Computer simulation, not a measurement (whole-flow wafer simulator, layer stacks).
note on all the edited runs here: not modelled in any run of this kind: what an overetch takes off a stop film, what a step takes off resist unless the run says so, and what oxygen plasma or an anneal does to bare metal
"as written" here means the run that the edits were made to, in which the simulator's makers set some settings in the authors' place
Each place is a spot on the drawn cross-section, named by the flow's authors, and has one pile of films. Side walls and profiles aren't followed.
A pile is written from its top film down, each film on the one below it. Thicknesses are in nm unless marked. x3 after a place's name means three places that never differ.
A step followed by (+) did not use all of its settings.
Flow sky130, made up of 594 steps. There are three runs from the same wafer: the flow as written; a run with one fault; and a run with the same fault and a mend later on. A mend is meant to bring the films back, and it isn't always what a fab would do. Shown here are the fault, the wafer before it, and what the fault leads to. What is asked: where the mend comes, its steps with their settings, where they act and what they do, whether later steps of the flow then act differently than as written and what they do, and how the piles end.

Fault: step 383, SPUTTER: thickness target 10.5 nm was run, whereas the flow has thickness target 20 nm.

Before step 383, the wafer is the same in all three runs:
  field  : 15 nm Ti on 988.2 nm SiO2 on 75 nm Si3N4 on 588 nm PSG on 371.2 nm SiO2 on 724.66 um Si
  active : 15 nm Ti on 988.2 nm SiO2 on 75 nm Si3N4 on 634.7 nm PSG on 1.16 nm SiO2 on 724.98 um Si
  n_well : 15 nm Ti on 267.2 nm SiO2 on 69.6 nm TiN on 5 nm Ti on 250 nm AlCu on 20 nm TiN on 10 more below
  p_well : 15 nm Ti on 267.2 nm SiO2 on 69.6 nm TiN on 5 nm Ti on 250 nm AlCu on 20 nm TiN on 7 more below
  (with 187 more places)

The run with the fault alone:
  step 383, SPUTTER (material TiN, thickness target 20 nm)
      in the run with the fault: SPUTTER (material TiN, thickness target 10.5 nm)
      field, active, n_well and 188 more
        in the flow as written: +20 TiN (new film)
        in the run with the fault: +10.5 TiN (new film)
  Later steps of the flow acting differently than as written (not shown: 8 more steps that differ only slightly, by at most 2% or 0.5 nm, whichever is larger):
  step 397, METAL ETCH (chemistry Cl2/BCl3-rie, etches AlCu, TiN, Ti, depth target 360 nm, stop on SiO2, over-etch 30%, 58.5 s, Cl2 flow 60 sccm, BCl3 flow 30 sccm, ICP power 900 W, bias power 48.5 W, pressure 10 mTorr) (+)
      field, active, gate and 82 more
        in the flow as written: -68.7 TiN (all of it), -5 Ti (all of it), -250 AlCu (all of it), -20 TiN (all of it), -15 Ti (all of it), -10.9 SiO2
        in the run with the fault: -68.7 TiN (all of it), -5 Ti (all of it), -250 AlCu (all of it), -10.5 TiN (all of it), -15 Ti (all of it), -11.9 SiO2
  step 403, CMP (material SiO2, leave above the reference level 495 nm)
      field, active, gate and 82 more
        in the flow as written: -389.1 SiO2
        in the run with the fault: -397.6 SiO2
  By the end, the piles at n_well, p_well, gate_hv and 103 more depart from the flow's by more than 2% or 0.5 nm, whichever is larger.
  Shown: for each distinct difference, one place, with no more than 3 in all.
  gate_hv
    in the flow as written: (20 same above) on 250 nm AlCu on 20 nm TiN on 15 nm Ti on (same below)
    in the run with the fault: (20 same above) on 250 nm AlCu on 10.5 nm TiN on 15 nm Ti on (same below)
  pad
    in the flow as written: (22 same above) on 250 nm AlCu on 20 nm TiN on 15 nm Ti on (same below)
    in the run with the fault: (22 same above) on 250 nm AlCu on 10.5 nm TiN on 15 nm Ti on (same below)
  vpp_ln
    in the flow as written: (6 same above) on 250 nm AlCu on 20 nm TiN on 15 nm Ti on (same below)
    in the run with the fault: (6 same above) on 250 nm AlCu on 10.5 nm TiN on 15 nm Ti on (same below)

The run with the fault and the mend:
  The mend stands after step 383.
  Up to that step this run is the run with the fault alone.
  step 383a, SPUTTER (material TiN, thickness target 9.5 nm) (the flow's step 383 again, with other settings)
      field, active, n_well and 188 more
        +9.5 TiN
  Every later step of the flow that is run acts as written at every place that is followed.
  By the end, the piles equal the flow's at every place that both follow.
